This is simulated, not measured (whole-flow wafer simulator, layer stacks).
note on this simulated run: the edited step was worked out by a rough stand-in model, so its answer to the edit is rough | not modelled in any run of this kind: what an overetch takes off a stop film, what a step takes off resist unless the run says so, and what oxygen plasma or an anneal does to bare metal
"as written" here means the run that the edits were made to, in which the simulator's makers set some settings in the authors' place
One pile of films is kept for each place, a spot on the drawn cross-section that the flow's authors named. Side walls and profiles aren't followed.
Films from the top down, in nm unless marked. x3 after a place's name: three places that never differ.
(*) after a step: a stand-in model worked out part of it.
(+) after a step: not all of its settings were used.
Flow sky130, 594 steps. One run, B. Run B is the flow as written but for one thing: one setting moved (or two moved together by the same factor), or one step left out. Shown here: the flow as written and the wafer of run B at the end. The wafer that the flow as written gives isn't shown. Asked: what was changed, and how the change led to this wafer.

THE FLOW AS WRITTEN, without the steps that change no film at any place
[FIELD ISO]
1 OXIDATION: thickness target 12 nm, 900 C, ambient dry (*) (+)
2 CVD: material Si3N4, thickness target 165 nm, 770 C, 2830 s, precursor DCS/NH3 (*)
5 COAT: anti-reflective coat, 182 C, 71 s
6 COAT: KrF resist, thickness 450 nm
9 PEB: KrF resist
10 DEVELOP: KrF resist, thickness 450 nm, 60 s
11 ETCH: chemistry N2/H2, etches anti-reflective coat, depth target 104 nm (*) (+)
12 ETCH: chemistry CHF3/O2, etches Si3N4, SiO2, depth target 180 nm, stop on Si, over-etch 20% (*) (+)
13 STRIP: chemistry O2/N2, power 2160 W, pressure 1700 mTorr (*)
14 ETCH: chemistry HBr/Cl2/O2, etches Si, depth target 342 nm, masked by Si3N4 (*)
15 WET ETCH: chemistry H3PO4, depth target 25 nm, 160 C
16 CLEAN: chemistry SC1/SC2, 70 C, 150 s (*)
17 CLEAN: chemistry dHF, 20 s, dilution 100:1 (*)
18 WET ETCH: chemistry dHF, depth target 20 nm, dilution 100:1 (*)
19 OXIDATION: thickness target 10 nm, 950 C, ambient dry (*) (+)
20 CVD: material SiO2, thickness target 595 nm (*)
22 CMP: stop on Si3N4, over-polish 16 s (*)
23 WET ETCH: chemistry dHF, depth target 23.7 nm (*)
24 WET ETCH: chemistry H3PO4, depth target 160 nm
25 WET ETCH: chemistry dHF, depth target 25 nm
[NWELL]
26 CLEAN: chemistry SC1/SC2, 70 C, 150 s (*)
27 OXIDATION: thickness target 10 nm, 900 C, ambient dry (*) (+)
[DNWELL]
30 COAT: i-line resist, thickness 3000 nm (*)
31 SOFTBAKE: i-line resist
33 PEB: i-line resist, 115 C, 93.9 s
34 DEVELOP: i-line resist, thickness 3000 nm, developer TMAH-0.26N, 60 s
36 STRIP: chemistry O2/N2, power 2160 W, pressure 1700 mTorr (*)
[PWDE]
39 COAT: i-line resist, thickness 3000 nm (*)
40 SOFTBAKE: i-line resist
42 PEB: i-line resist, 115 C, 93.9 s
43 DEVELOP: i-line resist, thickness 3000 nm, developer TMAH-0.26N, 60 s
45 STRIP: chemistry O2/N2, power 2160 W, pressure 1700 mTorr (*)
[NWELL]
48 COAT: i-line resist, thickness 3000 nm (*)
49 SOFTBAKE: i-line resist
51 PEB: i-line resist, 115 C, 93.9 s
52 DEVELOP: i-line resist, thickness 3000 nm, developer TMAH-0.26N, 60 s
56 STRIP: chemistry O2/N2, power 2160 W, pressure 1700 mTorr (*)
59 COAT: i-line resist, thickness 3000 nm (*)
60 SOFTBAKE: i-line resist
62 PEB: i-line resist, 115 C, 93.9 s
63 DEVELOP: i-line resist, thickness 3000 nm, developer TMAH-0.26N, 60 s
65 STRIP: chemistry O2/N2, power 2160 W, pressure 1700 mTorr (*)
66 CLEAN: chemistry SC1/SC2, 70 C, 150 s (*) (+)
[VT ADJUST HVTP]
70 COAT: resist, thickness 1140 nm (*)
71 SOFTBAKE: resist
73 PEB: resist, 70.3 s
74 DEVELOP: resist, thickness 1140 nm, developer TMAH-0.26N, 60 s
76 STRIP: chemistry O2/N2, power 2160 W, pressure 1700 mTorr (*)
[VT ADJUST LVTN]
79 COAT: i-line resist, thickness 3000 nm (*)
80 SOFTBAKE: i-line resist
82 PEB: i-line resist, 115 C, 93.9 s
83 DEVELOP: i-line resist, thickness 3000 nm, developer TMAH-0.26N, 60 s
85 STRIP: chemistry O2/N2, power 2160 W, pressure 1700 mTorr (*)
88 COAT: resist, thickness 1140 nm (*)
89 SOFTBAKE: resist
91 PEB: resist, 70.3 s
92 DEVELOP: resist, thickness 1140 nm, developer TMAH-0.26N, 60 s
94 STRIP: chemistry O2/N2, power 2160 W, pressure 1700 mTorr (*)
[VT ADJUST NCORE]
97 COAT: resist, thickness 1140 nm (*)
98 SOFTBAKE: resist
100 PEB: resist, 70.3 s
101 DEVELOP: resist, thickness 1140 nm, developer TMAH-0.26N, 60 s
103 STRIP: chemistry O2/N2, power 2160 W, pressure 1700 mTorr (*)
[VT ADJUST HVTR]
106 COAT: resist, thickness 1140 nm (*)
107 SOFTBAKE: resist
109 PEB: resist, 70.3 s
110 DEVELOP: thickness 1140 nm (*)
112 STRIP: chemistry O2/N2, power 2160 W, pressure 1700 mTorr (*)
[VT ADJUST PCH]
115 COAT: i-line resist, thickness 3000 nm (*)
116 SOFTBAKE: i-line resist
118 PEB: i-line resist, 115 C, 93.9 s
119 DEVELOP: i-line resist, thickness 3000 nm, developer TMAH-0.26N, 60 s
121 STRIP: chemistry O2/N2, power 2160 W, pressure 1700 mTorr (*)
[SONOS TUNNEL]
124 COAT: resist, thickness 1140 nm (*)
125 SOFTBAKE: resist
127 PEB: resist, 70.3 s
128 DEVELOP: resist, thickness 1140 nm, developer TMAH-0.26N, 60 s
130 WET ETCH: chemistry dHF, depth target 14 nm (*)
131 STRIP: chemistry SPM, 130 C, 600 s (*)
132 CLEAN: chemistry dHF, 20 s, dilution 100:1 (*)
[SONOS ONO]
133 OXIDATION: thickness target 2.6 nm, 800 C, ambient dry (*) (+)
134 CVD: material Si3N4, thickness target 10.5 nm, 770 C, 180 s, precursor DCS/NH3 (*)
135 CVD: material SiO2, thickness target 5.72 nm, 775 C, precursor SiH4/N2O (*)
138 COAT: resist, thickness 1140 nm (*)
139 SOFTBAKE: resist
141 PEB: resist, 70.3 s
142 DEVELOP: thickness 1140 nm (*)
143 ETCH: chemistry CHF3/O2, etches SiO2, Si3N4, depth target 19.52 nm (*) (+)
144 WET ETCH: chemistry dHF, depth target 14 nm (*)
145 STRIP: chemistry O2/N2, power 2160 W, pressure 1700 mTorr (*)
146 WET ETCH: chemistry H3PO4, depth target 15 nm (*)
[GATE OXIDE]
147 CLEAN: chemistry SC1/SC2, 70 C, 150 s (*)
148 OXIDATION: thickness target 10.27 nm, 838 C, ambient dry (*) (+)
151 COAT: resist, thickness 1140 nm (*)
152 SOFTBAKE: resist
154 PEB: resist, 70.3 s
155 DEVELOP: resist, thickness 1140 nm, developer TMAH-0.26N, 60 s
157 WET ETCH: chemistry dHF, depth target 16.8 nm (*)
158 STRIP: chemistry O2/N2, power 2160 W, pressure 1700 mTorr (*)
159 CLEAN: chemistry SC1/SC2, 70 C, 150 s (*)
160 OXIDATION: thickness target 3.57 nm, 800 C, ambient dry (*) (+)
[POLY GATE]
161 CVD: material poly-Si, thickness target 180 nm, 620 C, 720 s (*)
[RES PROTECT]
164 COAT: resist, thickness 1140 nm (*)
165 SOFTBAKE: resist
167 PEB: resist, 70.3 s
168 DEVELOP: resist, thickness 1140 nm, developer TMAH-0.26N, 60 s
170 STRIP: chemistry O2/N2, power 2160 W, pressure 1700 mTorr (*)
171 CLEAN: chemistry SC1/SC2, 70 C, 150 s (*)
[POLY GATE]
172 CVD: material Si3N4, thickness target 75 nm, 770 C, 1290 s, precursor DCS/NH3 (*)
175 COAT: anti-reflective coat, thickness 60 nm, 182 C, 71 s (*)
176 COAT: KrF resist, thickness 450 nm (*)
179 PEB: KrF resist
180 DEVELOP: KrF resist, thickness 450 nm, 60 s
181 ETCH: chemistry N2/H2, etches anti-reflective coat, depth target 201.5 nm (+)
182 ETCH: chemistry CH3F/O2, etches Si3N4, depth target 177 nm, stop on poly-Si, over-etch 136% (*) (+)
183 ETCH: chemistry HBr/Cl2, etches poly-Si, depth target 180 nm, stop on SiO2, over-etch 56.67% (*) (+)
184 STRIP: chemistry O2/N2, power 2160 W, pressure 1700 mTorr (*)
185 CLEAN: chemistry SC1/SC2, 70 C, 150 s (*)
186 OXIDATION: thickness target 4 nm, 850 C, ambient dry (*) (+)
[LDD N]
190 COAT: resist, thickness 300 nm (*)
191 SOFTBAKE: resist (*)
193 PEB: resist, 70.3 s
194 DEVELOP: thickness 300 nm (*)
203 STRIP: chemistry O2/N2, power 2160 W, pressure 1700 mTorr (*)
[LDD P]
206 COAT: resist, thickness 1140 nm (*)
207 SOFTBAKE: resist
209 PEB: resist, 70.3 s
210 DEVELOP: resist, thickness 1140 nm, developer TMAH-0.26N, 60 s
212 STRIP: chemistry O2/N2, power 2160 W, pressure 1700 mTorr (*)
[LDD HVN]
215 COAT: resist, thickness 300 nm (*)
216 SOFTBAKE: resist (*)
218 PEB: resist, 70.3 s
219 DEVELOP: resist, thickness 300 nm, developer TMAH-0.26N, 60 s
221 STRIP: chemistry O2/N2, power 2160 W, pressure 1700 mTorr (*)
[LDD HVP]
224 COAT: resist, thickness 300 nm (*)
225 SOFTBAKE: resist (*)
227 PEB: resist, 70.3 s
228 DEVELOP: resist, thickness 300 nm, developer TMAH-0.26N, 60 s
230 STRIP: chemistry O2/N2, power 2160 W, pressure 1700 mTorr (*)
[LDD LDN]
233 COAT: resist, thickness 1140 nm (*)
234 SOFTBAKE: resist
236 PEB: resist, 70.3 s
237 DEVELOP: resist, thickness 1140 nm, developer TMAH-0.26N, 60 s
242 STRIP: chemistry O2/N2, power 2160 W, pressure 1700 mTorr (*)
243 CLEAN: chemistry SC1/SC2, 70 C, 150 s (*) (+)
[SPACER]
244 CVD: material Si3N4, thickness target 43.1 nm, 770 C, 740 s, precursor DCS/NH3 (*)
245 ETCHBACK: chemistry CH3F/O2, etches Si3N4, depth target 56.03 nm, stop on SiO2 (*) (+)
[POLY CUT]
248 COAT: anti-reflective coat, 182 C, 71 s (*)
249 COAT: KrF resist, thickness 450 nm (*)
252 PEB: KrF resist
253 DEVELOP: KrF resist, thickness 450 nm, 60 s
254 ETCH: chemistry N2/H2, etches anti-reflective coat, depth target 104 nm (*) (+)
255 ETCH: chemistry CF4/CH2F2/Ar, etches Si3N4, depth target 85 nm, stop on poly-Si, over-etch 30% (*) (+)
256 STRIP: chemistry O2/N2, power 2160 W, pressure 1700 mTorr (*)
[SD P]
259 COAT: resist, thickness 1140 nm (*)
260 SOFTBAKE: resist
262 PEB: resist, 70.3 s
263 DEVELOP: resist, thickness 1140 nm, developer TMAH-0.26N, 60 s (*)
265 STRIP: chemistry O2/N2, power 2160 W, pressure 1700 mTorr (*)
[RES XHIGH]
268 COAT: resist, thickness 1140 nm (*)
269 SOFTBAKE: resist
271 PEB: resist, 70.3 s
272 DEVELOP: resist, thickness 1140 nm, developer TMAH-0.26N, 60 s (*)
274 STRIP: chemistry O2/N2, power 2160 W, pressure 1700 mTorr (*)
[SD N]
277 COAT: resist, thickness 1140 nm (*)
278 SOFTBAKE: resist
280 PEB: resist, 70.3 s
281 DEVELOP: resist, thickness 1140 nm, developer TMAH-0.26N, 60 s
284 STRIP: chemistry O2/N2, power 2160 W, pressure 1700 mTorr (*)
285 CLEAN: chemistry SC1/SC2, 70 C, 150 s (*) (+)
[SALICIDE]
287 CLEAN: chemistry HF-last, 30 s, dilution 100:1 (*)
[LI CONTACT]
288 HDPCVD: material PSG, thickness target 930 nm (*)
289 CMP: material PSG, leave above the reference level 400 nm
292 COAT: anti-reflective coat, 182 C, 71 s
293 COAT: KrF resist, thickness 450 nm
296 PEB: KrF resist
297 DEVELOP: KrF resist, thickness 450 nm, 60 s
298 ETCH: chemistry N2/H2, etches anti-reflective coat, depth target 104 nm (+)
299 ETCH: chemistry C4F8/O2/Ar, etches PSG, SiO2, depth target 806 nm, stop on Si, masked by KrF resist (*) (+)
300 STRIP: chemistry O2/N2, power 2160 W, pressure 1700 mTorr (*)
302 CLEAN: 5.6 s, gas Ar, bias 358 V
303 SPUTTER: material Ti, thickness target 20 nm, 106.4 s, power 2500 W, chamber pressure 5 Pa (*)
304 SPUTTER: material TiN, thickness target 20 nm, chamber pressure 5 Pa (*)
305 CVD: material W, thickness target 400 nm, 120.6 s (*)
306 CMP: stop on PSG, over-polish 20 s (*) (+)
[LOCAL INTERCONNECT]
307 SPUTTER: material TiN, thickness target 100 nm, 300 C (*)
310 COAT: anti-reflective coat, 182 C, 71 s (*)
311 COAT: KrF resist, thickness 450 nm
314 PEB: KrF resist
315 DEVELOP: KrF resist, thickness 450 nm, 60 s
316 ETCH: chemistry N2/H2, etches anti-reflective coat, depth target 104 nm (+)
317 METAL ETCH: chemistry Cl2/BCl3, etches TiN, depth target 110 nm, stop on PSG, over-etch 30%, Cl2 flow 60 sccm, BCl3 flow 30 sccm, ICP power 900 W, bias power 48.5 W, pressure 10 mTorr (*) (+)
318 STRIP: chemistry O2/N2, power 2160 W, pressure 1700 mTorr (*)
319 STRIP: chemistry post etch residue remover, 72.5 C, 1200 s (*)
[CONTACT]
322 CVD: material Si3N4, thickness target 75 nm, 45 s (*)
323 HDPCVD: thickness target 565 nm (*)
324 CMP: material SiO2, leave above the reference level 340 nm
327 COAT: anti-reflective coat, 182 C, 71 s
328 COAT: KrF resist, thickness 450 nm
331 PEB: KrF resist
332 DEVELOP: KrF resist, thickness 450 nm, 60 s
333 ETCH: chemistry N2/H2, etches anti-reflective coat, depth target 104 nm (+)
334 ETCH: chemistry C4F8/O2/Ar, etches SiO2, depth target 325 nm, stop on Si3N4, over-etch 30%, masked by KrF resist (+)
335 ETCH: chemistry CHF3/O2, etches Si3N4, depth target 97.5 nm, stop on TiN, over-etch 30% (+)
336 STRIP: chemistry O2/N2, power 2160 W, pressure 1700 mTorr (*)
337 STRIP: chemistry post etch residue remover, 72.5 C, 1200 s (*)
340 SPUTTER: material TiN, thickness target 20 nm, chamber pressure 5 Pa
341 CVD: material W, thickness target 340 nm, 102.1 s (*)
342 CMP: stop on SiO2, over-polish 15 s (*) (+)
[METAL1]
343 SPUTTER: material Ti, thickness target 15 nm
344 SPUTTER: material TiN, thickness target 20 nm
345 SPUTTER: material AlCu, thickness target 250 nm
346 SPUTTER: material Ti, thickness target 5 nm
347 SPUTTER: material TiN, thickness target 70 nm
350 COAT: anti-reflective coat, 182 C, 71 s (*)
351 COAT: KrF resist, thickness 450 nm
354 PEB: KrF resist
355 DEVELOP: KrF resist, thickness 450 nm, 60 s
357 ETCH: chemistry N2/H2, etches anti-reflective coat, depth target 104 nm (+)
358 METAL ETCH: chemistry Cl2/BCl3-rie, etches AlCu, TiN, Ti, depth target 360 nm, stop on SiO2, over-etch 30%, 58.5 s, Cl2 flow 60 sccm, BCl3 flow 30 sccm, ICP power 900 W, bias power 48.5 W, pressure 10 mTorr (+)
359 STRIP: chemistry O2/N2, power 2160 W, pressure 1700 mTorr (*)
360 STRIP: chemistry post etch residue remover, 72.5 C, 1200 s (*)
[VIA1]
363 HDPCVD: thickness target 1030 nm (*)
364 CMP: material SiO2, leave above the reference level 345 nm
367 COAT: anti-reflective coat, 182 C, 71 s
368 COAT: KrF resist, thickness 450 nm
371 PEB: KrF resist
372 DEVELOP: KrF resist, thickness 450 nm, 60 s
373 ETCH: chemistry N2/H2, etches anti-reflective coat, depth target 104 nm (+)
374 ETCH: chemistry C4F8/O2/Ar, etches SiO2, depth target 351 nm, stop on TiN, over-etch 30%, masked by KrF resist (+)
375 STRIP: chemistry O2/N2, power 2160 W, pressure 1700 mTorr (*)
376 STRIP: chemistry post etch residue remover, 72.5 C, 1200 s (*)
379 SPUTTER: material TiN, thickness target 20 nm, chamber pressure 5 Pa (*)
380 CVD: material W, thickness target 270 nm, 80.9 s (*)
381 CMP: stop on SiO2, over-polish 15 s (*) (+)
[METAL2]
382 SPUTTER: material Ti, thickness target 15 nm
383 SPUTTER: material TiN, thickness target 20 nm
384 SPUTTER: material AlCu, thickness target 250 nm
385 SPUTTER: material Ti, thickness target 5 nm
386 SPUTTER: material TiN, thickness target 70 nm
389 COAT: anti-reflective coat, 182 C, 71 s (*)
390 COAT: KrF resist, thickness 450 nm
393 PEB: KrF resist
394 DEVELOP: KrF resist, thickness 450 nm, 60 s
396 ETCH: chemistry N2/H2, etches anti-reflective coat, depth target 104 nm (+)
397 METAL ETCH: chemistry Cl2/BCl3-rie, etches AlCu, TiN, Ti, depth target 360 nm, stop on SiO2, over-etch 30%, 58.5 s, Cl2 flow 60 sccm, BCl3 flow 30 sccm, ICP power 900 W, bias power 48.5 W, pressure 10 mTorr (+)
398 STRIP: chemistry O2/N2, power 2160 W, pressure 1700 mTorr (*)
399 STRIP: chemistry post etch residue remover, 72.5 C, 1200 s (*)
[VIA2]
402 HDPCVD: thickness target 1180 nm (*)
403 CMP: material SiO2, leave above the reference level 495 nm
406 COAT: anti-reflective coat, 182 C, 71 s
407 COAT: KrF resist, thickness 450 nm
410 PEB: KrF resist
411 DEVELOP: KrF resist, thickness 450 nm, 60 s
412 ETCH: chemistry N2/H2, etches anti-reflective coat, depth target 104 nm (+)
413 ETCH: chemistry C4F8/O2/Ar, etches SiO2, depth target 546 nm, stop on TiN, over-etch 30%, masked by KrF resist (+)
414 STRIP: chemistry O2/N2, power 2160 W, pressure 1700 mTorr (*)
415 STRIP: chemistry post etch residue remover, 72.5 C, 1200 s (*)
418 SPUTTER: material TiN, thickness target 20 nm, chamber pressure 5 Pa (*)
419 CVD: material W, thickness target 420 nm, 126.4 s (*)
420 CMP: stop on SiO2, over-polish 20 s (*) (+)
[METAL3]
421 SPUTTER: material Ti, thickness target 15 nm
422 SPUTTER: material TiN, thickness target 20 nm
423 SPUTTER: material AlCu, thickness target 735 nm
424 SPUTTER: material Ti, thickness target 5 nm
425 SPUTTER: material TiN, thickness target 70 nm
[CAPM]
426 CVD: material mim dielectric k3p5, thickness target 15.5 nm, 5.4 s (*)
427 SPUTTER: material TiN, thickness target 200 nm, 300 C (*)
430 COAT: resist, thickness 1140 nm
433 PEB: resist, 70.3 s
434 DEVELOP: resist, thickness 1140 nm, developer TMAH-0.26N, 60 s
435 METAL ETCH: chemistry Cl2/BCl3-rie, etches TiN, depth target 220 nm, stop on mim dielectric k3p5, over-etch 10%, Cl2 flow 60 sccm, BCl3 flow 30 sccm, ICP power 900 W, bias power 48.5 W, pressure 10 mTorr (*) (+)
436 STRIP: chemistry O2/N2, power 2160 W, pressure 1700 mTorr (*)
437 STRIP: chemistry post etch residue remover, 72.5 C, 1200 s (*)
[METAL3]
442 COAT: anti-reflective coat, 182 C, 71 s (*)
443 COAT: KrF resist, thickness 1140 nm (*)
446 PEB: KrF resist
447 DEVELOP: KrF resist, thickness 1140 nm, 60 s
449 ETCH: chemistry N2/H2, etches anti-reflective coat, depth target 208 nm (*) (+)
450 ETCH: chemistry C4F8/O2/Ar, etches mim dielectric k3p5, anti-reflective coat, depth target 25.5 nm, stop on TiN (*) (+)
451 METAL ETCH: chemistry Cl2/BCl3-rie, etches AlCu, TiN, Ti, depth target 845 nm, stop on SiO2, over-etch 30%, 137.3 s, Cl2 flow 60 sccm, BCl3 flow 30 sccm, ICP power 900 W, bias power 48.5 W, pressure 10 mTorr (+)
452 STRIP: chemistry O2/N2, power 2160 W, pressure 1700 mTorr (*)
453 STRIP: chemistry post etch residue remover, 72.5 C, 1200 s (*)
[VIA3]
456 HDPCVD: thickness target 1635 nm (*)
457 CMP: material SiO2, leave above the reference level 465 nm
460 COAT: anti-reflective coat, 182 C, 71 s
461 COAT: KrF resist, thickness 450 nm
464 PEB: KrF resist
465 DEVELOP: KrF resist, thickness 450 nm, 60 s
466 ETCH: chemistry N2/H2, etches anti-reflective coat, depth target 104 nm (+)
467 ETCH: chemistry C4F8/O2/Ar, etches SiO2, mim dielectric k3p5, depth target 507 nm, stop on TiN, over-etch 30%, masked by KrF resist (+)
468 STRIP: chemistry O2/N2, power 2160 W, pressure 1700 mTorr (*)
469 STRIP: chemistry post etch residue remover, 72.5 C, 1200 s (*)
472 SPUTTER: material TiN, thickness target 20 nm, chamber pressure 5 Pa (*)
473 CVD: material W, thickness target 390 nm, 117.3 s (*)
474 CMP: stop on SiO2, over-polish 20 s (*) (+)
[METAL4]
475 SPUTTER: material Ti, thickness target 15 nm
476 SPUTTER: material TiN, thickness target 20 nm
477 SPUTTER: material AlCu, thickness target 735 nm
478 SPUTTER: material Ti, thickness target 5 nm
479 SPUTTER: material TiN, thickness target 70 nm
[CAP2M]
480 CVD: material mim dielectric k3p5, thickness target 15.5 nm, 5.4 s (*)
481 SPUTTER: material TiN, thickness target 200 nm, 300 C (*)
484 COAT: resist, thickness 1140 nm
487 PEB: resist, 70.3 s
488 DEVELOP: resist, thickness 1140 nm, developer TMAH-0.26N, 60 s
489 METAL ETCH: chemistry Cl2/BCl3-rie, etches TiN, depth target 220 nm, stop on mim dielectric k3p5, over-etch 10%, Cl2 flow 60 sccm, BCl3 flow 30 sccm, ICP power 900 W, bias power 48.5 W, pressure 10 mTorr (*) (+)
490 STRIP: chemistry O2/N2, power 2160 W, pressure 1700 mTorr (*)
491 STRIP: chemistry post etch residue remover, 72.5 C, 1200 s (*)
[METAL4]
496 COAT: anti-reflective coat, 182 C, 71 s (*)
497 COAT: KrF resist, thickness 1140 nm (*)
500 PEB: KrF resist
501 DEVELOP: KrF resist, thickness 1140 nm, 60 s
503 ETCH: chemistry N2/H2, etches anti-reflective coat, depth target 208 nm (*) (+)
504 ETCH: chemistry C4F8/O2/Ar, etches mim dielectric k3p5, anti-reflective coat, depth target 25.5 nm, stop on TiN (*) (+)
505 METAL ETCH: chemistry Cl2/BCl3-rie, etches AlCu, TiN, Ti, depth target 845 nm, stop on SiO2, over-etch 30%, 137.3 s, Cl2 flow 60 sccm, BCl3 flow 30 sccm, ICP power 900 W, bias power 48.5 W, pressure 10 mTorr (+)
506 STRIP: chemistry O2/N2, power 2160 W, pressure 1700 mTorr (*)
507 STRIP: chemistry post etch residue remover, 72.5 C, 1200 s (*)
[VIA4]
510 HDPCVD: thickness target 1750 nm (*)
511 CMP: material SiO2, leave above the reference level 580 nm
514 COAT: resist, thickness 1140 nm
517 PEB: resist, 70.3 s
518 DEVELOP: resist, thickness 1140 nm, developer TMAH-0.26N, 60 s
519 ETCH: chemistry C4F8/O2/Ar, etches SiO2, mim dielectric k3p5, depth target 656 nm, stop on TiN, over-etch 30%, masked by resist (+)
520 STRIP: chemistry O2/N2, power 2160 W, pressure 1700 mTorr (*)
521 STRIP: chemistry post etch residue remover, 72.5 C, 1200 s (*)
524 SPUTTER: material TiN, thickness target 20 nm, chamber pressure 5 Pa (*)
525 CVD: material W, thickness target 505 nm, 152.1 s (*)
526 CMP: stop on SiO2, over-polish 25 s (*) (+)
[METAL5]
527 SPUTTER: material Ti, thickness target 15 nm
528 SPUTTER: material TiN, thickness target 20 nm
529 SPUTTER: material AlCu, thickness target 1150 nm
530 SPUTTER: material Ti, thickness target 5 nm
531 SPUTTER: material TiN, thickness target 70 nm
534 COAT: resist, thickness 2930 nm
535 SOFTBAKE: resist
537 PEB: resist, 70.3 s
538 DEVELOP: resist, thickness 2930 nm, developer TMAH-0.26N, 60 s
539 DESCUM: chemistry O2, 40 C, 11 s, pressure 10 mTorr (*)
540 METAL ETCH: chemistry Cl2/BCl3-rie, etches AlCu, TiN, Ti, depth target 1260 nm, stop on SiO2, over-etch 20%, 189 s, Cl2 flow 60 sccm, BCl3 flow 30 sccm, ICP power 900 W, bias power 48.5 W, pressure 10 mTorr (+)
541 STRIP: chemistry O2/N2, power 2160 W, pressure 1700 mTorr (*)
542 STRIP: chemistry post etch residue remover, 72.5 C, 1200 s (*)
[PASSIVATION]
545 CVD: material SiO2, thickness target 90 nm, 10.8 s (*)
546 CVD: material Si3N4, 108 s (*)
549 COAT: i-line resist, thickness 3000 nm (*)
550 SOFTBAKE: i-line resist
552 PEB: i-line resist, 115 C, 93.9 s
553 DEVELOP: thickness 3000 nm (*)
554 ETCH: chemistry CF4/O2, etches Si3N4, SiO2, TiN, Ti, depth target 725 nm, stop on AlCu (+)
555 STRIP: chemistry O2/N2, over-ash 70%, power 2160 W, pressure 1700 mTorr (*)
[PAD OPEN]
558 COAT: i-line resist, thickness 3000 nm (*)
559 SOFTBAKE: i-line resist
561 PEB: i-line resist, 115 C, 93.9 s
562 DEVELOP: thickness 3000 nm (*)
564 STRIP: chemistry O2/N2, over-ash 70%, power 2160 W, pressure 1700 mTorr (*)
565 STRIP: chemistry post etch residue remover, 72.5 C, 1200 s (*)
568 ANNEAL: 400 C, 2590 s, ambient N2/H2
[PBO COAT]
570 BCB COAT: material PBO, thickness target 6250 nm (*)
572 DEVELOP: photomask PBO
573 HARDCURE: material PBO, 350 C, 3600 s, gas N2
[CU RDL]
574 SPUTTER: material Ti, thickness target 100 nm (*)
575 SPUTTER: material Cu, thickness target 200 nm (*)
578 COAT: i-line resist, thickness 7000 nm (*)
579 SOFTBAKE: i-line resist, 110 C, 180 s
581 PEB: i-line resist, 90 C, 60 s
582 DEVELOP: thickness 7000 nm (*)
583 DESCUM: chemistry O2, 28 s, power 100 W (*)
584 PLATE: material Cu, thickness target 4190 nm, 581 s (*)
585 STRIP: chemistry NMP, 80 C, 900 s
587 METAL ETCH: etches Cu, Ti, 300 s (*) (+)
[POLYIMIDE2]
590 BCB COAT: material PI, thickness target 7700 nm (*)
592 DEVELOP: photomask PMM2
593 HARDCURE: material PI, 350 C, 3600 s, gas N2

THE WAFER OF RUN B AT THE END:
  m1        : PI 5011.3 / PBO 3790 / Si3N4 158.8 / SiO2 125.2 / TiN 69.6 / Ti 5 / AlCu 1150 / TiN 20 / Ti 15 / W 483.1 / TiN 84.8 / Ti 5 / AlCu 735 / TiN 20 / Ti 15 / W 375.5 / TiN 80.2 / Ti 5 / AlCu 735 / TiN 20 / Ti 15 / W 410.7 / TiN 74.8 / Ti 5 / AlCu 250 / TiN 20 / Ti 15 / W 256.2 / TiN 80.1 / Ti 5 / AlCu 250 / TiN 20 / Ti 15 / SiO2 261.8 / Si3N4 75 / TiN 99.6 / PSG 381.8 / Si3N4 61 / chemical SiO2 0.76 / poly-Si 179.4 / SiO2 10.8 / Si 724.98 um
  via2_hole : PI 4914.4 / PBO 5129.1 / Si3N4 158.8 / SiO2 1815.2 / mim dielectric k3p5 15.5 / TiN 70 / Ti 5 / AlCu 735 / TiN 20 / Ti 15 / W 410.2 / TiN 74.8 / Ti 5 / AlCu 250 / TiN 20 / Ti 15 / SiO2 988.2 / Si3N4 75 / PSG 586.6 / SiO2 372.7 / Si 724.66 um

The cause: step 418, SPUTTER: thickness target 11 nm was run, where the flow has thickness target 20 nm.

How the change led to this, step by step:
  418 SPUTTER: material TiN, thickness target 20 nm, chamber pressure 5 Pa (*)
      field, active, n_well and 186 more: TiN +11 (new film) (as written it would be: TiN +20 (new film))
      m1, via2_hole: TiN +5.61 (as written it would be: TiN +10.2)
  420 CMP: stop on SiO2, over-polish 20 s (*) (+)
      field, active, n_well and 186 more: W -420 (all of it), TiN -11 (all of it), SiO2 -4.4 (as written it would be: W -420 (all of it), TiN -20 (all of it), SiO2 -4.4)
      m1, via2_hole: W -436 (as written it would be: W -445)
